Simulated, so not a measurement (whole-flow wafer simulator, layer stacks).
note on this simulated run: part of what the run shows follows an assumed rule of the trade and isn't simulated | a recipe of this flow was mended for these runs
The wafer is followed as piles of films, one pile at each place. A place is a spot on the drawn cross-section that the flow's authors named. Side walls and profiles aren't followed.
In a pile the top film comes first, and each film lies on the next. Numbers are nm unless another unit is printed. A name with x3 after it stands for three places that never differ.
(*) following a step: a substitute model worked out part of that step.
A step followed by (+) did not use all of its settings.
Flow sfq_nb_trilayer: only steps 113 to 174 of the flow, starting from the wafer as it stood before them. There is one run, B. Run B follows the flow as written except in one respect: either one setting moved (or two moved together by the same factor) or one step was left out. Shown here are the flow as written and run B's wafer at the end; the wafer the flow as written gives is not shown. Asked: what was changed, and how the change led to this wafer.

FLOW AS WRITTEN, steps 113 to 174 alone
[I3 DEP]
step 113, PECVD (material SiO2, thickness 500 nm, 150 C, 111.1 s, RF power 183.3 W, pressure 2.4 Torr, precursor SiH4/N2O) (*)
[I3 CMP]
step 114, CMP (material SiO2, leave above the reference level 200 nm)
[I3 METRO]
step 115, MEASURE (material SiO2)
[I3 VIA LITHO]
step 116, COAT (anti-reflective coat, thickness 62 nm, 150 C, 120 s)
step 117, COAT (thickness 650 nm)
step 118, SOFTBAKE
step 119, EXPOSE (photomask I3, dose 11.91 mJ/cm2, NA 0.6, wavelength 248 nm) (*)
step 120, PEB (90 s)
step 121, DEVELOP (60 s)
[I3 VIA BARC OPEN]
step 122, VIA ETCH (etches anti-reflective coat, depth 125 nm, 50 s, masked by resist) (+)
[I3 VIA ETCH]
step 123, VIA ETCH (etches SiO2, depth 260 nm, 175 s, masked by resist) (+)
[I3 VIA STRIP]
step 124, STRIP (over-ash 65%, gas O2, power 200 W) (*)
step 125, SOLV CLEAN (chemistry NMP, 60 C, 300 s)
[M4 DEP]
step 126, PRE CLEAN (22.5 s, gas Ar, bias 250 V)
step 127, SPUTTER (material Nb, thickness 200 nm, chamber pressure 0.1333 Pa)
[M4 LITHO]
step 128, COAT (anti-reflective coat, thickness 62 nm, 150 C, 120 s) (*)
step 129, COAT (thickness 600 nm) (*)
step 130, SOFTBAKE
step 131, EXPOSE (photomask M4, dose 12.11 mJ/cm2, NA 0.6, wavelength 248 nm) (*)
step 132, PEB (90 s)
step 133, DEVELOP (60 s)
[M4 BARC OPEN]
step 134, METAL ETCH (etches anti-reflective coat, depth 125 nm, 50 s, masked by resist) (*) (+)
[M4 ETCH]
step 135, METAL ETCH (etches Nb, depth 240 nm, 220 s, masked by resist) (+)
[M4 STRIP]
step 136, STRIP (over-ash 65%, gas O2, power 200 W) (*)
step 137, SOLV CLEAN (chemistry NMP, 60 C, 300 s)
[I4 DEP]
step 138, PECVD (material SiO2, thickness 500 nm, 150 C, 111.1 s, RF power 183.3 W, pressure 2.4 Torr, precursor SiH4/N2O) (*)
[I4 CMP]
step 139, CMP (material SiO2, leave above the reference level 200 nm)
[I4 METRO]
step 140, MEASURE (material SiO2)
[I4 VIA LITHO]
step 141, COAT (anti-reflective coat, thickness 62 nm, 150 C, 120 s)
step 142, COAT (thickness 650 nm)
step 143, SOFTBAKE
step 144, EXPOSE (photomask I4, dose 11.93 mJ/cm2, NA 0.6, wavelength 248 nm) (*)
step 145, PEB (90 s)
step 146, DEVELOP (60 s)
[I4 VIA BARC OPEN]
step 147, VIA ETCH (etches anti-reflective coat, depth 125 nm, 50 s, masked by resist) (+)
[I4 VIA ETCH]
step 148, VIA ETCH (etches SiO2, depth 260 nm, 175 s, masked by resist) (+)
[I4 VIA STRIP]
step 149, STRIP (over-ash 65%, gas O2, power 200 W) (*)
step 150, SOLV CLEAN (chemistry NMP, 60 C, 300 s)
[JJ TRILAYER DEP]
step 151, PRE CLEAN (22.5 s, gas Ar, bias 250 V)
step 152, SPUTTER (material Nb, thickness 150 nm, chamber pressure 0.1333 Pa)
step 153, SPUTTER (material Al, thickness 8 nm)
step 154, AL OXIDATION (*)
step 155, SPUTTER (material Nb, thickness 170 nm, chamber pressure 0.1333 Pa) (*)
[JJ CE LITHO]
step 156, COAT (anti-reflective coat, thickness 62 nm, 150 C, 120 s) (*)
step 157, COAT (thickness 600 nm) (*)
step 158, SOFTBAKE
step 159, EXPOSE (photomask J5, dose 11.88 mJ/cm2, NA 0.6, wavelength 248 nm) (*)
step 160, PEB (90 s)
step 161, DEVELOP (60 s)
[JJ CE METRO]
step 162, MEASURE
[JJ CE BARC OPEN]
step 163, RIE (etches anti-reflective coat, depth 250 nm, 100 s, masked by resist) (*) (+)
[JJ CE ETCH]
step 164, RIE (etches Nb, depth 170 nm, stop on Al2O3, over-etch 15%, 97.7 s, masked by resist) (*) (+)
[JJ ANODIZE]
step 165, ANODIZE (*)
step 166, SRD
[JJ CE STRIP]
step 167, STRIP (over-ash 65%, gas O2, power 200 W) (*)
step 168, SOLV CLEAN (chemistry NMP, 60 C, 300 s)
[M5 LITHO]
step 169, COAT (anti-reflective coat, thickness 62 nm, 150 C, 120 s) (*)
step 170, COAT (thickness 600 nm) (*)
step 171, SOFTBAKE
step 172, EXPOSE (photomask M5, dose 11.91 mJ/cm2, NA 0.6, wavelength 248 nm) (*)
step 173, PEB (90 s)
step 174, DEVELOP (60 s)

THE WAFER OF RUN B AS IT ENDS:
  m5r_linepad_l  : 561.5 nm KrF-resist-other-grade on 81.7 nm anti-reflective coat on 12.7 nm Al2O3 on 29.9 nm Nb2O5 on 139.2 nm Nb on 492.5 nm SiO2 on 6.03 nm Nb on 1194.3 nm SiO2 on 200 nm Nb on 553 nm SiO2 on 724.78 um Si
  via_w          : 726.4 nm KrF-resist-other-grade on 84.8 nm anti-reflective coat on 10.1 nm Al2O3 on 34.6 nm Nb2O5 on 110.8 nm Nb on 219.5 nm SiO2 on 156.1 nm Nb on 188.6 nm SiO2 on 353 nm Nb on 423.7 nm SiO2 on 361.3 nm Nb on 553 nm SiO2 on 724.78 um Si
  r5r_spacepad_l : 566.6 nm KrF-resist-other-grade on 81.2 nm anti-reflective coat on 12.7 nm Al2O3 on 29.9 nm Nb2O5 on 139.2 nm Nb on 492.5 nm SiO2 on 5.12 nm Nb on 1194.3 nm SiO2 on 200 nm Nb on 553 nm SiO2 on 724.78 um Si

The reason: step 113, PECVD: 50.69 s was run, while the flow as written has 111.1 s.

Step by step, how the change led to this:
  step 113, PECVD (material SiO2, thickness 500 nm, 150 C, 111.1 s, RF power 183.3 W, pressure 2.4 Torr, precursor SiH4/N2O) (*)
      field_l, be, be_sur and 64 more: SiO2 gains 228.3 (in the flow as written it would be: SiO2 gains 500)
      v_sur, via_wl, via_wr and 27 more: SiO2 gains 228.3 (new film) (in the flow as written it would be: SiO2 gains 500 (new film))
      (also at 9 further places)
  step 114, CMP (material SiO2, leave above the reference level 200 nm)
      field_l, be, be_sur and 64 more: nothing (in the flow as written it would be: SiO2 loses 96)
      p4_g1, p4_g2, p3_s0, p3_s1, p3_s2, p3_s3, p3_s4, p3_s5: nothing (in the flow as written it would be: SiO2 loses 157.1)
      (also at 31 further places)
  step 116, COAT (anti-reflective coat, thickness 62 nm, 150 C, 120 s)
      p3_l1, p3_l2, p3_l3, p3_l4, wl_d_m1: anti-reflective coat gains 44 (new film) (in the flow as written it would be: anti-reflective coat gains 62 (new film))
      lsp_m, ln_m6, lsp_r, l0_sur: anti-reflective coat gains 63.3 (new film) (in the flow as written it would be: anti-reflective coat gains 62 (new film))
      (also at 93 further places)
  step 117, COAT (thickness 650 nm)
      be, c5j, ln_m5: KrF-resist-other-grade gains 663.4 (new film) (in the flow as written it would be: KrF-resist-other-grade gains 650 (new film))
      p3_s1, m5r_line_l, m5r_line_r: KrF-resist-other-grade gains 694.1 (new film) (in the flow as written it would be: KrF-resist-other-grade gains 650 (new film))
      (also at 87 further places)
  step 121, DEVELOP (60 s)
      via_v: KrF-resist-other-grade loses 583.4 (all of it) (in the flow as written it would be: KrF-resist-other-grade loses 648.6 (all of it))
  step 122, VIA ETCH (etches anti-reflective coat, depth 125 nm, 50 s, masked by resist) (+)
      via_v: anti-reflective coat loses 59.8 (all of it), SiO2 loses 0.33 (in the flow as written it would be: anti-reflective coat loses 62 (all of it), SiO2 loses 0.31)
  step 124, STRIP (over-ash 65%, gas O2, power 200 W) (*)
      m0r_line_l x3: KrF-resist-other-grade loses 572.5 (all of it), anti-reflective coat loses 34.7 (all of it) (in the flow as written it would be: KrF-resist-other-grade loses 510.8 (all of it), anti-reflective coat loses 62 (all of it))
      m0r_space_l, m6r_space_l x2: KrF-resist-other-grade loses 521.8 (all of it), anti-reflective coat loses 96.3 (all of it) (in the flow as written it would be: KrF-resist-other-grade loses 510.8 (all of it), anti-reflective coat loses 62 (all of it))
      (also at 99 further places)
  step 127, SPUTTER (material Nb, thickness 200 nm, chamber pressure 0.1333 Pa)
      via_w: Nb gains 156.1 (new film) (in the flow as written it would be: Nb gains 200 (new film))
  step 128, COAT (anti-reflective coat, thickness 62 nm, 150 C, 120 s) (*)
      m0r_line_l x3, m0r_line_r x3: anti-reflective coat gains 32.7 (new film) (in the flow as written it would be: anti-reflective coat gains 62 (new film))
      m0r_space_l, m0r_space_r, m6r_space_l x2, m6r_space_r x2: anti-reflective coat gains 93.9 (new film) (in the flow as written it would be: anti-reflective coat gains 62 (new film))
      (also at 84 further places)
  step 129, COAT (thickness 600 nm) (*)
      m0r_line_l x3, m0r_line_r x3: KrF-resist-other-grade gains 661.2 (new film) (in the flow as written it would be: KrF-resist-other-grade gains 600 (new film))
      r_end, moat: KrF-resist-other-grade gains 611.9 (new film) (in the flow as written it would be: KrF-resist-other-grade gains 599.3 (new film))
      (also at 88 further places)
  step 133, DEVELOP (60 s)
      m0r_line_l x3, m0r_line_r x3: KrF-resist-other-grade loses 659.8 (all of it) (in the flow as written it would be: KrF-resist-other-grade loses 598.7 (all of it))
      moat, field_r, lsp_l: KrF-resist-other-grade loses 610.6 (all of it) (in the flow as written it would be: KrF-resist-other-grade loses 598.1 (all of it))
      (also at 47 further places)
  step 134, METAL ETCH (etches anti-reflective coat, depth 125 nm, 50 s, masked by resist) (*) (+)
      m5r_linepad_l, m5r_linepad_r, r5r_line_l, r5r_spacepad_l, r5r_spacepad_r, m8r_pad_l, m8r_pad_r: anti-reflective coat loses 125 (in the flow as written it would be: anti-reflective coat loses 62 (all of it))
      m0r_line_l x3, m0r_line_r x3: anti-reflective coat loses 32.7 (all of it) (in the flow as written it would be: anti-reflective coat loses 62 (all of it))
      (also at 49 further places)
  step 135, METAL ETCH (etches Nb, depth 240 nm, 220 s, masked by resist) (+)
      m5r_linepad_l, m5r_linepad_r: anti-reflective coat loses 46 (all of it), Nb loses 194 (in the flow as written it would be: Nb loses 200 (all of it), SiO2 loses 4)
      r5r_spacepad_l, r5r_spacepad_r: anti-reflective coat loses 45.1 (all of it), Nb loses 194.9 (in the flow as written it would be: Nb loses 200 (all of it), SiO2 loses 4)
      (also at 3 further places)
  step 136, STRIP (over-ash 65%, gas O2, power 200 W) (*)
      v_sur: KrF-resist-other-grade loses 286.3 (all of it), anti-reflective coat loses 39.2 (all of it) (in the flow as written it would be: KrF-resist-other-grade loses 360.6 (all of it), anti-reflective coat loses 64.7 (all of it))
      via_wl: KrF-resist-other-grade loses 293 (all of it), anti-reflective coat loses 32.3 (all of it) (in the flow as written it would be: KrF-resist-other-grade loses 357.4 (all of it), anti-reflective coat loses 67.6 (all of it))
      (also at 37 further places)
  step 138, PECVD (material SiO2, thickness 500 nm, 150 C, 111.1 s, RF power 183.3 W, pressure 2.4 Torr, precursor SiH4/N2O) (*)
      m5r_linepad_l, m5r_linepad_r, r5r_spacepad_l, r5r_spacepad_r: SiO2 gains 500 (new film) (in the flow as written it would be: SiO2 gains 500)
      p3_s0, p3_s1, p3_s2, p3_s3, p3_s4, p3_s5: SiO2 gains 500 (in the flow as written it would be: SiO2 gains 561.1)
      (also at 3 further places)
  step 139, CMP (material SiO2, leave above the reference level 200 nm)
      field_l, be, be_sur and 55 more: nothing (in the flow as written it would be: SiO2 loses 96)
      p3_s0, p3_s1, p3_s2, p3_s3, p3_s4, p3_s5: nothing (in the flow as written it would be: SiO2 loses 157.1)
      (also at 12 further places)
  ... 18 further steps ...
  step 174, DEVELOP (60 s)
      moat: KrF-resist-other-grade loses 610.7 (all of it) (in the flow as written it would be: KrF-resist-other-grade loses 598.1 (all of it))
      field_r: KrF-resist-other-grade loses 615.2 (all of it) (in the flow as written it would be: KrF-resist-other-grade loses 598.9 (all of it))
      (also at 17 further places)
If metal films that touch count as one body, m5r_linepad_l has 3 bodies (between them, from the top down: SiO2 492.5; SiO2 1194.3); the flow as written gives 2 bodies (between them, from the top down: SiO2 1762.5).
If metal films that touch count as one body, via_w has 4 bodies (between them, from the top down: SiO2 219.5; SiO2 188.6; SiO2 423.7); the flow as written gives 3 bodies (between them, from the top down: SiO2 432; SiO2 423.7).
If metal films that touch count as one body, r5r_spacepad_l has 3 bodies (between them, from the top down: SiO2 492.5; SiO2 1194.3); the flow as written gives 2 bodies (between them, from the top down: SiO2 1762.5).
